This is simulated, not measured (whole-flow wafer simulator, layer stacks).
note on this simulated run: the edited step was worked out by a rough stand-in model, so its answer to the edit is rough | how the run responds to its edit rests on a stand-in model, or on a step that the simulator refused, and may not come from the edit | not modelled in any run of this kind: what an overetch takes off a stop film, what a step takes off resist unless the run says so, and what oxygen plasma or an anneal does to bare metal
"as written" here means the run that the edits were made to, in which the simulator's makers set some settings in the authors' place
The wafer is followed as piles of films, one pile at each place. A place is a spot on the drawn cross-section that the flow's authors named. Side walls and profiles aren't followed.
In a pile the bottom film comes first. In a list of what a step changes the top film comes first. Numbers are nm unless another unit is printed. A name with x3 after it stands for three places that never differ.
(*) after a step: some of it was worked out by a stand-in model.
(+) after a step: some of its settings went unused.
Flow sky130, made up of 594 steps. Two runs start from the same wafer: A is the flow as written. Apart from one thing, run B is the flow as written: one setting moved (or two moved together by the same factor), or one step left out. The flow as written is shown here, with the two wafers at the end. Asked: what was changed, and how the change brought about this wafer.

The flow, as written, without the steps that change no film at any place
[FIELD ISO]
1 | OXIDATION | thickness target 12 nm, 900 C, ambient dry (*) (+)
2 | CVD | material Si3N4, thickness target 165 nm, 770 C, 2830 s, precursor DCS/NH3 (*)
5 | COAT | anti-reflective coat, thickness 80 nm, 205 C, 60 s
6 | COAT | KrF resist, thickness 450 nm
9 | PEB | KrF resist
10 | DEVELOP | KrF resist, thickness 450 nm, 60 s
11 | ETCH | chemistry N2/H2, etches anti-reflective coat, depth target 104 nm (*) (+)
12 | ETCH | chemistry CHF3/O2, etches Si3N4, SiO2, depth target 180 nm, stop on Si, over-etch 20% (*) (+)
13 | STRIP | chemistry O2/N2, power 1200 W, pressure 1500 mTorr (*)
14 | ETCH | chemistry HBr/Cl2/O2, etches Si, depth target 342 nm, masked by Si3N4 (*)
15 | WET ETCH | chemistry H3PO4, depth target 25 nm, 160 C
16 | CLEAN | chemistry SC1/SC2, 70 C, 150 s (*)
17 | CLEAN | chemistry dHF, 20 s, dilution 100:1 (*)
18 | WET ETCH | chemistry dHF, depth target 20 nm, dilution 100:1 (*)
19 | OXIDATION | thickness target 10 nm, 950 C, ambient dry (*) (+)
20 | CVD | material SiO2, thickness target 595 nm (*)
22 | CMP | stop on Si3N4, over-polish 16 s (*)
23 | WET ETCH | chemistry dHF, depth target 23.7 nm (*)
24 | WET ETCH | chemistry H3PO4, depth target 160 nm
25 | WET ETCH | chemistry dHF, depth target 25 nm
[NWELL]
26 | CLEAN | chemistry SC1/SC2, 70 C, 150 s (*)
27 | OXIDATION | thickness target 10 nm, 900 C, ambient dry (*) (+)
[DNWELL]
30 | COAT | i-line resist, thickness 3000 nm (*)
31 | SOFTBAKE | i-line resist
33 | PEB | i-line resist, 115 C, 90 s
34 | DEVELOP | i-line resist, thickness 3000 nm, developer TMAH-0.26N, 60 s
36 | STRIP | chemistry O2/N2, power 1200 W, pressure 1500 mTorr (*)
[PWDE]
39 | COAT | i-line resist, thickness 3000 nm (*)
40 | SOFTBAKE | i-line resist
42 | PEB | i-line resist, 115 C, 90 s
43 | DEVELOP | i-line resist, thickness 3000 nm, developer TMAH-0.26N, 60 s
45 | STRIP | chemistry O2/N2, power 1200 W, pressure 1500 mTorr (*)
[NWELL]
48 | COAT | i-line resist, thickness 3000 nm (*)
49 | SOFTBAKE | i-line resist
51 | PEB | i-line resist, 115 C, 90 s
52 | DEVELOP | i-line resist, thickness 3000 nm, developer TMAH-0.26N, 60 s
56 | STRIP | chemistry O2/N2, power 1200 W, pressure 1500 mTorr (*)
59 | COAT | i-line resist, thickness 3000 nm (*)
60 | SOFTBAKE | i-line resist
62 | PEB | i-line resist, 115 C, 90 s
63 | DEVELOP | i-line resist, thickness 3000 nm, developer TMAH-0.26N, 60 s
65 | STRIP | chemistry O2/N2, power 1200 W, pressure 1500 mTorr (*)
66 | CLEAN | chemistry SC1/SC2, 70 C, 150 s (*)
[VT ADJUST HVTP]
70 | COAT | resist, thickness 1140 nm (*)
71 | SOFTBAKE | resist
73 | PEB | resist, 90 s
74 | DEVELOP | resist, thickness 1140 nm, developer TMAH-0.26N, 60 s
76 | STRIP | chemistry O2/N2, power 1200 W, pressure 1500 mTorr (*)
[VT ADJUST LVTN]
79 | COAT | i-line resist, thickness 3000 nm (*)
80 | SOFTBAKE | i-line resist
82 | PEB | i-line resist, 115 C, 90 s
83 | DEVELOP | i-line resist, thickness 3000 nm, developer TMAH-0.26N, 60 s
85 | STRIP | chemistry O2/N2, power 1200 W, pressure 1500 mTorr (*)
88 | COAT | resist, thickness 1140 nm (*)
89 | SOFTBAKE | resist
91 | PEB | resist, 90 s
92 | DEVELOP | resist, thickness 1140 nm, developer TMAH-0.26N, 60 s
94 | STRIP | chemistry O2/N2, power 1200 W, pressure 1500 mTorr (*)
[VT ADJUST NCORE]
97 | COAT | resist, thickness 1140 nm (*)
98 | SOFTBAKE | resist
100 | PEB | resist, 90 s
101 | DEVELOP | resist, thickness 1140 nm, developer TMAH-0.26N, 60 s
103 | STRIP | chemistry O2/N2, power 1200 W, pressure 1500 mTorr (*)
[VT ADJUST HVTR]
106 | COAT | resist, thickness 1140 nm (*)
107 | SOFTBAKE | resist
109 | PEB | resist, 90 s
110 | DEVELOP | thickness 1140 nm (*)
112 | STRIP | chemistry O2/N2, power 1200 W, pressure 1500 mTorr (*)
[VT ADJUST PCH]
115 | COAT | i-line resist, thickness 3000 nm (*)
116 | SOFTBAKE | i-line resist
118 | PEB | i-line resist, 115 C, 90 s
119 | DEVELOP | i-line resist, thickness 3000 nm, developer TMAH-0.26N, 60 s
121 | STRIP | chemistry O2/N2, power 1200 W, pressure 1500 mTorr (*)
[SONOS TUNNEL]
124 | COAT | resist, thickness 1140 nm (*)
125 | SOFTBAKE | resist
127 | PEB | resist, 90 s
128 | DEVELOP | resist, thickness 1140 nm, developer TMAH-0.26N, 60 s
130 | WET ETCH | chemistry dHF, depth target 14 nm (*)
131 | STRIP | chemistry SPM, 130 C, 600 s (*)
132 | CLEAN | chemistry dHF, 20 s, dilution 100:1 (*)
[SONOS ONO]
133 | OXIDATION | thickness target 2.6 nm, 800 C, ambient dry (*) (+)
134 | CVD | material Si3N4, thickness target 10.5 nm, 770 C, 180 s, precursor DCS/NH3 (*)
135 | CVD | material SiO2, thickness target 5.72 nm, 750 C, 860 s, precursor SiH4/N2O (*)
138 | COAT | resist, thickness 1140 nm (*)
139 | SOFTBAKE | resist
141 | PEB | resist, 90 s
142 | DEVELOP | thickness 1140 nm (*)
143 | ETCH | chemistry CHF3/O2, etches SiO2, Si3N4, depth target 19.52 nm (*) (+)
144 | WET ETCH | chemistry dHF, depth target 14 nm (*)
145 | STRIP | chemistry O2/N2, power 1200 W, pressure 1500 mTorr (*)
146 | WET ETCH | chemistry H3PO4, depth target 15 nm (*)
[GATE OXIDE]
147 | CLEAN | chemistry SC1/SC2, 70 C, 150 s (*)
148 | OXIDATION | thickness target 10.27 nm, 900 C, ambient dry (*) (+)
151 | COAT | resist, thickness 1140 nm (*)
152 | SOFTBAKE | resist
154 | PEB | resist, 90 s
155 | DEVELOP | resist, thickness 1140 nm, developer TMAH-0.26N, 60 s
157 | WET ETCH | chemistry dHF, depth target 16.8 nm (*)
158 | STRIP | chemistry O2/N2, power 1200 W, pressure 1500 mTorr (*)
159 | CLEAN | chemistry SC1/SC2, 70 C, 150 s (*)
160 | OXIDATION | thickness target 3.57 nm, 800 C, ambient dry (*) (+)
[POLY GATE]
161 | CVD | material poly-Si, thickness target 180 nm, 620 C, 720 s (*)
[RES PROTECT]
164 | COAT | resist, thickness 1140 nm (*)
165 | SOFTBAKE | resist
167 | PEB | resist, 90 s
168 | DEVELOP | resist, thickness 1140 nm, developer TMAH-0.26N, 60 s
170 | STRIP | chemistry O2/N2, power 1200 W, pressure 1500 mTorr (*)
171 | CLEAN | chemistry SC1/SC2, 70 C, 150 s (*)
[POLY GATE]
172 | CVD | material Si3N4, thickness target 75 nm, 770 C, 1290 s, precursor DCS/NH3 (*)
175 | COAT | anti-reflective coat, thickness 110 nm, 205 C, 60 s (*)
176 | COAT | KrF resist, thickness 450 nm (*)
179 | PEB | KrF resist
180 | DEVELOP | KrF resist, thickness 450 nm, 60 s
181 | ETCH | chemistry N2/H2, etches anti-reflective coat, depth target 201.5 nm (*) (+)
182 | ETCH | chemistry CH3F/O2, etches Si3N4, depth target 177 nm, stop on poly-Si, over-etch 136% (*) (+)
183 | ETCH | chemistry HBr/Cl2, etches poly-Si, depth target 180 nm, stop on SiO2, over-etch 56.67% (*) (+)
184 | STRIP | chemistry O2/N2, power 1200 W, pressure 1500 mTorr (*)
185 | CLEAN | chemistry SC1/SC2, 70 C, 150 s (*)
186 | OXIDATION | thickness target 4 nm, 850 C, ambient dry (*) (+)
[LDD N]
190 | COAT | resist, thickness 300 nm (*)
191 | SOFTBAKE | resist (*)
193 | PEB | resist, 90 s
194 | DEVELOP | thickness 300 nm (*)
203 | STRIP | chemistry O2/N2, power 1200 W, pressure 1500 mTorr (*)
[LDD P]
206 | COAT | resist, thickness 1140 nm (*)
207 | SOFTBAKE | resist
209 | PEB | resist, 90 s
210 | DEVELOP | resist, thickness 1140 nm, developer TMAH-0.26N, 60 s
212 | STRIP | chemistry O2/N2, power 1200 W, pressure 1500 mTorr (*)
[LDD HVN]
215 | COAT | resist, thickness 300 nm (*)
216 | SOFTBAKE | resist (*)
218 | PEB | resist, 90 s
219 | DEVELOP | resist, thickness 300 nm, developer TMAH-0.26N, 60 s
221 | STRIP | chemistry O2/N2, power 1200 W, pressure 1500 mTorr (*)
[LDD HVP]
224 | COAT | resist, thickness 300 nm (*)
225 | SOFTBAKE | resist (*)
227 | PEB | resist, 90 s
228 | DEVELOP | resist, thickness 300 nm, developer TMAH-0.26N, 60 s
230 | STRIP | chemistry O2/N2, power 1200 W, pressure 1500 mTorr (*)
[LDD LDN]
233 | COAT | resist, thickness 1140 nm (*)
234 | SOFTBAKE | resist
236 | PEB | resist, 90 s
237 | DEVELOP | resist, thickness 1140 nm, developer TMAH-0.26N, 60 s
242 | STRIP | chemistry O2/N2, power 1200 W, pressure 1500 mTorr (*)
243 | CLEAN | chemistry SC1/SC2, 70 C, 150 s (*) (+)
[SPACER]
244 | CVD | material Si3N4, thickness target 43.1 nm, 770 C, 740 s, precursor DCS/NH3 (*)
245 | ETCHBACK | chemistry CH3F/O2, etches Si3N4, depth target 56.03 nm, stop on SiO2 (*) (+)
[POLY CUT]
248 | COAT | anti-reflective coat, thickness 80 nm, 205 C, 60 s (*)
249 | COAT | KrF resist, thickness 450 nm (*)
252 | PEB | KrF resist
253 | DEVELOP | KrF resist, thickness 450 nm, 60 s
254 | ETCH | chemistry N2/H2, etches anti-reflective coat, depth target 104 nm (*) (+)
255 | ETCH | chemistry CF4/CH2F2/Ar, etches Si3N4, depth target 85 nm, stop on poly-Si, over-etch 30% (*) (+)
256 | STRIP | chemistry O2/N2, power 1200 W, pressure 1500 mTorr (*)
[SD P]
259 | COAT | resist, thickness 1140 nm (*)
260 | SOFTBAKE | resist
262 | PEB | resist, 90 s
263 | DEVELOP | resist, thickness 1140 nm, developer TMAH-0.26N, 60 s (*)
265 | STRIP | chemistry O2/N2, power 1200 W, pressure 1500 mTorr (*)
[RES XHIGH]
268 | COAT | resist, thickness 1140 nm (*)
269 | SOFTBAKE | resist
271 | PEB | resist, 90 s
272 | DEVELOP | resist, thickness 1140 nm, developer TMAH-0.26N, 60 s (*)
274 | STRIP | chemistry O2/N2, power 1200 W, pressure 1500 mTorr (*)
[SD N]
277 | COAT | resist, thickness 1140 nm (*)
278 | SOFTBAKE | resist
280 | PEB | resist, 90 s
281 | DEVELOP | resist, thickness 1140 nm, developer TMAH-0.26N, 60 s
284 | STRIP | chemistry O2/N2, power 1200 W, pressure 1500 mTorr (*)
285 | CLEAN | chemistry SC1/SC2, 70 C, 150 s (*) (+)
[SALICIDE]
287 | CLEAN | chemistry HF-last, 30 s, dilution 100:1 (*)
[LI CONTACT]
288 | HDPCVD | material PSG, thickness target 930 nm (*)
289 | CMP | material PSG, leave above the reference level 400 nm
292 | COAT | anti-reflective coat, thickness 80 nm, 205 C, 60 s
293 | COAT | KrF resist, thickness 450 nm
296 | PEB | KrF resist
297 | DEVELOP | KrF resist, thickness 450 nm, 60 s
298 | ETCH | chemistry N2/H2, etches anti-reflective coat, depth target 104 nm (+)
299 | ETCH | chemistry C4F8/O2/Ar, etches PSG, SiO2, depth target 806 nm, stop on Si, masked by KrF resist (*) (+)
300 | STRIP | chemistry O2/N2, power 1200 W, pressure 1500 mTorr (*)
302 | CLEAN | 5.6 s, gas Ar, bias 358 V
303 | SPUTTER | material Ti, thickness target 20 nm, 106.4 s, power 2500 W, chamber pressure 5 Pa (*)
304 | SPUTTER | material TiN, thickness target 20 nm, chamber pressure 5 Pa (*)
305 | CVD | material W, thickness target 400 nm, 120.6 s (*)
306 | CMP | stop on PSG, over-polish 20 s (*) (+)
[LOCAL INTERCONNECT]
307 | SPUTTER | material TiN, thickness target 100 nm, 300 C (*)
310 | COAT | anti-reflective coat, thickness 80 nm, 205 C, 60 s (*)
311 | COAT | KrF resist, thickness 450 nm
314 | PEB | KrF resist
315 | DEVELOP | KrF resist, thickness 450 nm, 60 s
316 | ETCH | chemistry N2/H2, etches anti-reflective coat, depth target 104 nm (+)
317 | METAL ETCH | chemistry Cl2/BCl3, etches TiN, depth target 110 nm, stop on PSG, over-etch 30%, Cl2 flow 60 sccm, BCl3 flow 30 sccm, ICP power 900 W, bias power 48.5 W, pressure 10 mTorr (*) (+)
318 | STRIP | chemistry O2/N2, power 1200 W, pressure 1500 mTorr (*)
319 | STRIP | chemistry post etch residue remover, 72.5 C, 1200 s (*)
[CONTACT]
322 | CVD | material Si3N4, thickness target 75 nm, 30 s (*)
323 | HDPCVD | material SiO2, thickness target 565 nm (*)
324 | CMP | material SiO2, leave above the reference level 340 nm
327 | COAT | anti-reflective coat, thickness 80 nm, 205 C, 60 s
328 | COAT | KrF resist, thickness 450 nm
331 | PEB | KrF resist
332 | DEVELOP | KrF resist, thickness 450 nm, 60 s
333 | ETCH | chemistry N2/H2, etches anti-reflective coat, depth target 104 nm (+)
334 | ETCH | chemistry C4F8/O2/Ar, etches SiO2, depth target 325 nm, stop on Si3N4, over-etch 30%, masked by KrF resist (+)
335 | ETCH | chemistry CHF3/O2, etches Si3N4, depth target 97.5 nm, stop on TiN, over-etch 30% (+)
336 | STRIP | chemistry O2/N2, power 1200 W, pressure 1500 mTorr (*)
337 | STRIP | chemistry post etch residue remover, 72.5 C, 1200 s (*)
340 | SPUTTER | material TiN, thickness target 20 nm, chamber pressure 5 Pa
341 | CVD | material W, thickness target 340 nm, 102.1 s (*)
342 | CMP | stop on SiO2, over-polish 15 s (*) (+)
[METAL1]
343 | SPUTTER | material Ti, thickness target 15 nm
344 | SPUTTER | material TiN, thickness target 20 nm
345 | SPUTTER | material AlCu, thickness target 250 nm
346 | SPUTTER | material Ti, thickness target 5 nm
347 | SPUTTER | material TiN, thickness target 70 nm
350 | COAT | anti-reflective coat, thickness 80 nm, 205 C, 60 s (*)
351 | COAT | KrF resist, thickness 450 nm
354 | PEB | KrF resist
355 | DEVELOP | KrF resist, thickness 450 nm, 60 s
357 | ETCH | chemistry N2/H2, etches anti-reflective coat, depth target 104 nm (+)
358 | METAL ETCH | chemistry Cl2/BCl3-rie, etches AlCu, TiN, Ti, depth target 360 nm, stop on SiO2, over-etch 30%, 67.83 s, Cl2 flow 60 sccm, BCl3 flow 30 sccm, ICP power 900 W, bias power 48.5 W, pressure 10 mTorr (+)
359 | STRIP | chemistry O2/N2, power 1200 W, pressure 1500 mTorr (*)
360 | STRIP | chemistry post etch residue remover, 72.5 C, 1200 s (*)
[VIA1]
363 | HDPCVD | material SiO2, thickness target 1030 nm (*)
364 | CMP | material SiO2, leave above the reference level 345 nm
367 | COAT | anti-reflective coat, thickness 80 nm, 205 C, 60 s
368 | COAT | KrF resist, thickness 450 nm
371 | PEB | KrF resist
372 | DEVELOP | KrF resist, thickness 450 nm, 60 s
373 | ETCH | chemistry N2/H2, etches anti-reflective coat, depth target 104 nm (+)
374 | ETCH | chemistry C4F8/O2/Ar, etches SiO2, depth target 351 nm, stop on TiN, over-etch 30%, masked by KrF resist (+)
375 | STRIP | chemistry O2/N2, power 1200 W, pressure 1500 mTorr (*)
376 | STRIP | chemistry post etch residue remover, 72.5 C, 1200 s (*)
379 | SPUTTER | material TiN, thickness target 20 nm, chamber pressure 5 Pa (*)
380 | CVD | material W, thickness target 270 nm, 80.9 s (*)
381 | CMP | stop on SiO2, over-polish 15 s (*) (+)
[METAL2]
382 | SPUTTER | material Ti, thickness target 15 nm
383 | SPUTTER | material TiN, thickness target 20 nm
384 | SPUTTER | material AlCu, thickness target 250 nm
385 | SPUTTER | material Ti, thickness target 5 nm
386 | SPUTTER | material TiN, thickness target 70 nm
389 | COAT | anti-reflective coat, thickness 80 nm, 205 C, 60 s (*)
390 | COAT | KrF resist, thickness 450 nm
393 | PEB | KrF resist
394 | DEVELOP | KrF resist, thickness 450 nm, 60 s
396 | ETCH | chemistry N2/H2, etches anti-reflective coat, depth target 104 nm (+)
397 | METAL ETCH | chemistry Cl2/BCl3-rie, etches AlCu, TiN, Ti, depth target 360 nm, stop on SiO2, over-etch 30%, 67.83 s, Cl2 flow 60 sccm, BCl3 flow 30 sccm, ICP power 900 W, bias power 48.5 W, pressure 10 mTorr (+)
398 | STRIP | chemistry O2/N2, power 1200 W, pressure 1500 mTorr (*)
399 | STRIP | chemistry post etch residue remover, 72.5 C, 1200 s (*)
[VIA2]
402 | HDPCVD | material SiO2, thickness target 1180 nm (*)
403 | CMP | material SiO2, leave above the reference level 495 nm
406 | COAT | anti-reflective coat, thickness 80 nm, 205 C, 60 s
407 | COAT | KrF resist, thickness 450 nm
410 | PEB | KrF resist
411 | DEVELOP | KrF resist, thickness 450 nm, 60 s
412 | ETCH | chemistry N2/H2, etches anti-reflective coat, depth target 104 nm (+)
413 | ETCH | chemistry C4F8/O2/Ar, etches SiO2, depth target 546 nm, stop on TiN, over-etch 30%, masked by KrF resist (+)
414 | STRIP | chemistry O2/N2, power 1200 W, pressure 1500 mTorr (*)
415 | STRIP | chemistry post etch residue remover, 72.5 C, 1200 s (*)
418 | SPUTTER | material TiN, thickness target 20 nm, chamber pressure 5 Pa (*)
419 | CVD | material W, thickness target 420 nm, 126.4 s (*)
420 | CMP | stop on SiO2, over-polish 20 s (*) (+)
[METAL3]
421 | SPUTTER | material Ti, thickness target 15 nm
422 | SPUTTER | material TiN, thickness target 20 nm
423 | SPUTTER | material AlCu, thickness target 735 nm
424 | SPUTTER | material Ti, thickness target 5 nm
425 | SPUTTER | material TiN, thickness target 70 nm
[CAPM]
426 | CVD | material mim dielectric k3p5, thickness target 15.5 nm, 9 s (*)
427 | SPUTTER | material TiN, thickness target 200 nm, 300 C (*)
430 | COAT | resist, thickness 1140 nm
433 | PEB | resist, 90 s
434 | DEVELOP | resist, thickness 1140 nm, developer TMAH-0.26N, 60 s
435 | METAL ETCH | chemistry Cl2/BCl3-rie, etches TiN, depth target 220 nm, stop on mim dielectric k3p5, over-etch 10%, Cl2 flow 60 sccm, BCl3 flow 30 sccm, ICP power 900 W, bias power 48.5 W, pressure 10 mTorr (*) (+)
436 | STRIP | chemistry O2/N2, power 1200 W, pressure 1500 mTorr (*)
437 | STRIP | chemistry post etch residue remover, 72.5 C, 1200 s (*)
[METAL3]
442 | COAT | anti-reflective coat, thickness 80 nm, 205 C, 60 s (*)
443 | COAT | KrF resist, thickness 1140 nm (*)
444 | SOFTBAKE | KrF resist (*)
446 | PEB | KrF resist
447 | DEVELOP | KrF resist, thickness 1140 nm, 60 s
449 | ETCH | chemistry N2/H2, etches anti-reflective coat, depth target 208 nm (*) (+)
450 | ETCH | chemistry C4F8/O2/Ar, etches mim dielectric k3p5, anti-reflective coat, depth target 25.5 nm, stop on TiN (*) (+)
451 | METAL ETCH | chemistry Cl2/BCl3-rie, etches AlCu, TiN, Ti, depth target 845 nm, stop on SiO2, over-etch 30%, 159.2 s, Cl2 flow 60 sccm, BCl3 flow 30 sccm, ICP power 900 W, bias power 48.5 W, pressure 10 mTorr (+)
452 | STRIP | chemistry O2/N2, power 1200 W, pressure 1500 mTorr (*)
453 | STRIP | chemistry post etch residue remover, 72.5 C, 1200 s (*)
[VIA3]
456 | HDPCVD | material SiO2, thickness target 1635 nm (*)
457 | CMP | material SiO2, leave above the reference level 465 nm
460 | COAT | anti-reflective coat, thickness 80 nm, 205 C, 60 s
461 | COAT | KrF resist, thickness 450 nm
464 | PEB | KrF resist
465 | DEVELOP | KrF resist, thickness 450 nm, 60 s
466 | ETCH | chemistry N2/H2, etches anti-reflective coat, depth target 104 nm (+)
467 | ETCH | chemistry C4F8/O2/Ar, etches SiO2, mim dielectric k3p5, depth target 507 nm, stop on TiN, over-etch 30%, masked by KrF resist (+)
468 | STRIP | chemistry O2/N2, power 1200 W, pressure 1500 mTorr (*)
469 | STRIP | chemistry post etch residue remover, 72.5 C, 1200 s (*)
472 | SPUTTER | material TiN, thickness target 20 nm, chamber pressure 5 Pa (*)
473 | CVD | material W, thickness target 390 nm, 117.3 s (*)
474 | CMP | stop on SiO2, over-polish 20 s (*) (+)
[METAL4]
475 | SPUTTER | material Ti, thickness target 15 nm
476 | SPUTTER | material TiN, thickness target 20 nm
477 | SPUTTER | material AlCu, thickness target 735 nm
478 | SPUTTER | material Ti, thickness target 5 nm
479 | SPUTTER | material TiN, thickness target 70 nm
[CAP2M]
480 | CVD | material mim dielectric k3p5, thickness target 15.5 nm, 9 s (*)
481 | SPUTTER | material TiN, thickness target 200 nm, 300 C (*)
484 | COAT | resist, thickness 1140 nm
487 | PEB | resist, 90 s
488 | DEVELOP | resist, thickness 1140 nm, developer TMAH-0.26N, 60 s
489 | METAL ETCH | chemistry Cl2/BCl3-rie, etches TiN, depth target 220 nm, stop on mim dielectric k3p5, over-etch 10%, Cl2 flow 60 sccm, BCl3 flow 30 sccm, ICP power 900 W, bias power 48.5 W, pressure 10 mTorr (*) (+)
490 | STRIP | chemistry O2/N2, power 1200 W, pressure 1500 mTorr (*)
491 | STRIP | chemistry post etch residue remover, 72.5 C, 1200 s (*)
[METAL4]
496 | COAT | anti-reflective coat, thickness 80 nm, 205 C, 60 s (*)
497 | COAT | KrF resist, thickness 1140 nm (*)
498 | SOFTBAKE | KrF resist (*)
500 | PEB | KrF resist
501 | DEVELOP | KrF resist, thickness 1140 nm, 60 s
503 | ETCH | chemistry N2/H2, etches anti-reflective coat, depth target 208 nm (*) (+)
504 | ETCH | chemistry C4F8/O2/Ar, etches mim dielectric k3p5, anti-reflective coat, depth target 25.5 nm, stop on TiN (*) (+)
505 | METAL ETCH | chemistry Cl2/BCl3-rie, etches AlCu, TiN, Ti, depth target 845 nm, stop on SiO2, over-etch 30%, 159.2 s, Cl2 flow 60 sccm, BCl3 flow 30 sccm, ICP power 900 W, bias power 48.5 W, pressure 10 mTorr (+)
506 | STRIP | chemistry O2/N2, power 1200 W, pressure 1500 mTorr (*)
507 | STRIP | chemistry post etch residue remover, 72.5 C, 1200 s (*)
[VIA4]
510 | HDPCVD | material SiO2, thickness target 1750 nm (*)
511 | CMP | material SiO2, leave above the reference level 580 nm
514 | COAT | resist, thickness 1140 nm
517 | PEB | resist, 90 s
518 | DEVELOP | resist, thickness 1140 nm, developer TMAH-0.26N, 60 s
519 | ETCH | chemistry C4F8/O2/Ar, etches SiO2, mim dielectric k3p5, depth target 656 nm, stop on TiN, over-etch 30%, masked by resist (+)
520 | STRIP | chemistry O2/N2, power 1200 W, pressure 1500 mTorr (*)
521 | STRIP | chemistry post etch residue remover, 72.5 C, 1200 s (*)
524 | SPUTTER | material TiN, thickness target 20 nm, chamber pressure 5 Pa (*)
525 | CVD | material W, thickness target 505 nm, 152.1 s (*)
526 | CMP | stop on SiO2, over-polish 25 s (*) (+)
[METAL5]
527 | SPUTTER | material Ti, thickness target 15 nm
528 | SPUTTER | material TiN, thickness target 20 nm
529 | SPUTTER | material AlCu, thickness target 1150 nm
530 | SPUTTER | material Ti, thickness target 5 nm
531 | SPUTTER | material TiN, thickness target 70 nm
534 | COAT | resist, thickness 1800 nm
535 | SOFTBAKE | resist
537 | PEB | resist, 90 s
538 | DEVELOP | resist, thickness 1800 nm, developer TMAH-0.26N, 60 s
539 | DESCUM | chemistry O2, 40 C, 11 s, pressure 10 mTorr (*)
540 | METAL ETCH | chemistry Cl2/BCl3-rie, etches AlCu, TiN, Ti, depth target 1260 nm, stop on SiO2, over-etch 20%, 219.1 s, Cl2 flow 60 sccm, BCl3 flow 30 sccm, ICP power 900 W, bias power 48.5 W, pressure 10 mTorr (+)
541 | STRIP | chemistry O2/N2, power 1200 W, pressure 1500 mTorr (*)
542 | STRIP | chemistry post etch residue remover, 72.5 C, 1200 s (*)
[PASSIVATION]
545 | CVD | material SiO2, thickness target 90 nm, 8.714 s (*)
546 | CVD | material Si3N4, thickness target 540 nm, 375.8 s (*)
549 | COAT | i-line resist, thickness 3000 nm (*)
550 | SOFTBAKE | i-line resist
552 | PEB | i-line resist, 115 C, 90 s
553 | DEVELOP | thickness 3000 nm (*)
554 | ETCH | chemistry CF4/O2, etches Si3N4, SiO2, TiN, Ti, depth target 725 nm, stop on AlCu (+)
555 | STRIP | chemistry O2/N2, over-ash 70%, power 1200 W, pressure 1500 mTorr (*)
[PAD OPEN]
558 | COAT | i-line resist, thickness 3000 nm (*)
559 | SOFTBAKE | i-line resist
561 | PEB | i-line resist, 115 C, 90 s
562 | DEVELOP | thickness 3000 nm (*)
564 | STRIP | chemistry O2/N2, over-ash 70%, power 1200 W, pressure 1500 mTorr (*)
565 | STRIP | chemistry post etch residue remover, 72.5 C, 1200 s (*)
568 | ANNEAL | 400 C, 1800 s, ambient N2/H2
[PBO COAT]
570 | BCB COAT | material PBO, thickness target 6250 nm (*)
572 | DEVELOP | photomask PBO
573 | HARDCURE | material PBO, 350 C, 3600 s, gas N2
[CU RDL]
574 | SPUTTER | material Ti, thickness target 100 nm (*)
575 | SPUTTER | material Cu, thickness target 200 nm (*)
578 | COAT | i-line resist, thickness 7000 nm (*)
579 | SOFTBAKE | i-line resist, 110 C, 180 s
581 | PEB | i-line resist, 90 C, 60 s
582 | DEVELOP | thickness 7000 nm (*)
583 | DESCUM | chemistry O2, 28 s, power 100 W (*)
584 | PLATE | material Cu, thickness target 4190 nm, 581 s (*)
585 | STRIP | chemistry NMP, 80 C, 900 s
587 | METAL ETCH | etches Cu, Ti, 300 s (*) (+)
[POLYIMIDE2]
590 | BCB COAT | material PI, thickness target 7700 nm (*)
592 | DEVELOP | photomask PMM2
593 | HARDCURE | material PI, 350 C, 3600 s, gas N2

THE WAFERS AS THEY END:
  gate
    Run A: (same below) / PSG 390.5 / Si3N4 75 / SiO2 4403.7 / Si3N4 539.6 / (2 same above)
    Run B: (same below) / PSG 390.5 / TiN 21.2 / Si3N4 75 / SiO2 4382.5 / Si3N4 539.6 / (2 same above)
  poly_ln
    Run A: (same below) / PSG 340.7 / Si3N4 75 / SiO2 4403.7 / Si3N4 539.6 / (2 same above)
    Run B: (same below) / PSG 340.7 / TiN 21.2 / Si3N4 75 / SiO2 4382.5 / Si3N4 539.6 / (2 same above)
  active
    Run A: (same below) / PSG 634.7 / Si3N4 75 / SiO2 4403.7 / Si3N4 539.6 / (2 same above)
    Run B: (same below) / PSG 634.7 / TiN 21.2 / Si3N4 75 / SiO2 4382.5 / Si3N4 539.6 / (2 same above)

What caused this: step 317, METAL ETCH: depth target 77 nm was run, while the flow as written has depth target 110 nm.

How this came from the change, step by step:
  317 | METAL ETCH | chemistry Cl2/BCl3, etches TiN, depth target 110 nm, stop on PSG, over-etch 30%, Cl2 flow 60 sccm, BCl3 flow 30 sccm, ICP power 900 W, bias power 48.5 W, pressure 10 mTorr (*) (+)
      field, active, gate and 88 more: A TiN loses 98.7 (all of it) | B TiN loses 77
      n_well, p_well, gate_hv and 97 more: A KrF resist loses 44 | B KrF resist loses 30.8
  318 | STRIP | chemistry O2/N2, power 1200 W, pressure 1500 mTorr (*)
      n_well, p_well, gate_hv and 93 more: A KrF resist loses 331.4 (all of it), anti-reflective coat loses 80 (all of it) | B KrF resist loses 344.6 (all of it), anti-reflective coat loses 80 (all of it)
      poly_licon, rpo_hd_licon: A KrF resist loses 331.5 (all of it), anti-reflective coat loses 80.4 (all of it) | B KrF resist loses 344.7 (all of it), anti-reflective coat loses 80.4 (all of it)
      (as well as at 2 more places)
  324 | CMP | material SiO2, leave above the reference level 340 nm
      field, active, gate and 88 more: A SiO2 loses 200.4 | B SiO2 loses 221.7
If metal films that touch count as one body, gate has 1 body; the flow as written gives 0 bodies.
If metal films that touch count as one body, poly_ln has 1 body; the flow as written gives 0 bodies.
If metal films that touch count as one body, active has 1 body; the flow as written gives 0 bodies.
